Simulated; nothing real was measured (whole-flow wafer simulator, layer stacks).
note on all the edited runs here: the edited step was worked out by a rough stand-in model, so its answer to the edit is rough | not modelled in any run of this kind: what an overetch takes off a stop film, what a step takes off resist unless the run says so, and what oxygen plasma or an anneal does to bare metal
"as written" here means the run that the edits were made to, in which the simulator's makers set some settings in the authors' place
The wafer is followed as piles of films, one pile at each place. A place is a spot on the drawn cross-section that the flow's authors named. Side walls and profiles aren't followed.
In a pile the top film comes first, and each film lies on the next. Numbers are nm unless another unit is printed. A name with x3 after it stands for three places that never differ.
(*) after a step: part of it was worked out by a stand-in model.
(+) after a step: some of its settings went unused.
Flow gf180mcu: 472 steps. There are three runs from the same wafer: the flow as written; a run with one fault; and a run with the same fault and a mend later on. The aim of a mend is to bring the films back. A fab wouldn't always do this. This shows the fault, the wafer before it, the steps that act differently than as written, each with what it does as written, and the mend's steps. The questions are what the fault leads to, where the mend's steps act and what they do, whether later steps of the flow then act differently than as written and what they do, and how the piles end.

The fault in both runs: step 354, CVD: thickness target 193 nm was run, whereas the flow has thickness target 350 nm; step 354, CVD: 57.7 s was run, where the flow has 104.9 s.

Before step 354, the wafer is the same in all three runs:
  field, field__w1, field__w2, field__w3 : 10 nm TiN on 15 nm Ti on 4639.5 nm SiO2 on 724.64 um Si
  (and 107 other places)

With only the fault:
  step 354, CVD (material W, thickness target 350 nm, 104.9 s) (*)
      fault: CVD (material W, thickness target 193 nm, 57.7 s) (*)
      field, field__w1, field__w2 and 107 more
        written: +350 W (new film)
        fault: +193.8 W (new film)
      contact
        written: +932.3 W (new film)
        fault: +776.1 W (new film)
  Steps further on in the flow that do not act as written:
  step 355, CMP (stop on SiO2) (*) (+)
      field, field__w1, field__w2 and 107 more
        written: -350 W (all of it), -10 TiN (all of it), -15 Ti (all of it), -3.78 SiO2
        fault: -193.8 W (all of it), -10 TiN (all of it), -15 Ti (all of it), -2.21 SiO2
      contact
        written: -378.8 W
        fault: -221 W
  The piles end only slightly different from the flow's at the places that both follow, by no more than 2% or 0.5 nm, whichever is larger.

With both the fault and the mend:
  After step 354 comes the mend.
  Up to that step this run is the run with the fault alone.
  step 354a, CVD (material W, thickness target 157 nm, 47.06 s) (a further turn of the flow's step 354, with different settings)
      field, field__w1, field__w2 and 108 more
        +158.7 W
  Every later step of the flow that is run acts as written, at every place that is followed, to within 2% or 0.5 nm, whichever is larger.
  The piles end only slightly different from the flow's at the places that both follow, by no more than 2% or 0.5 nm, whichever is larger.
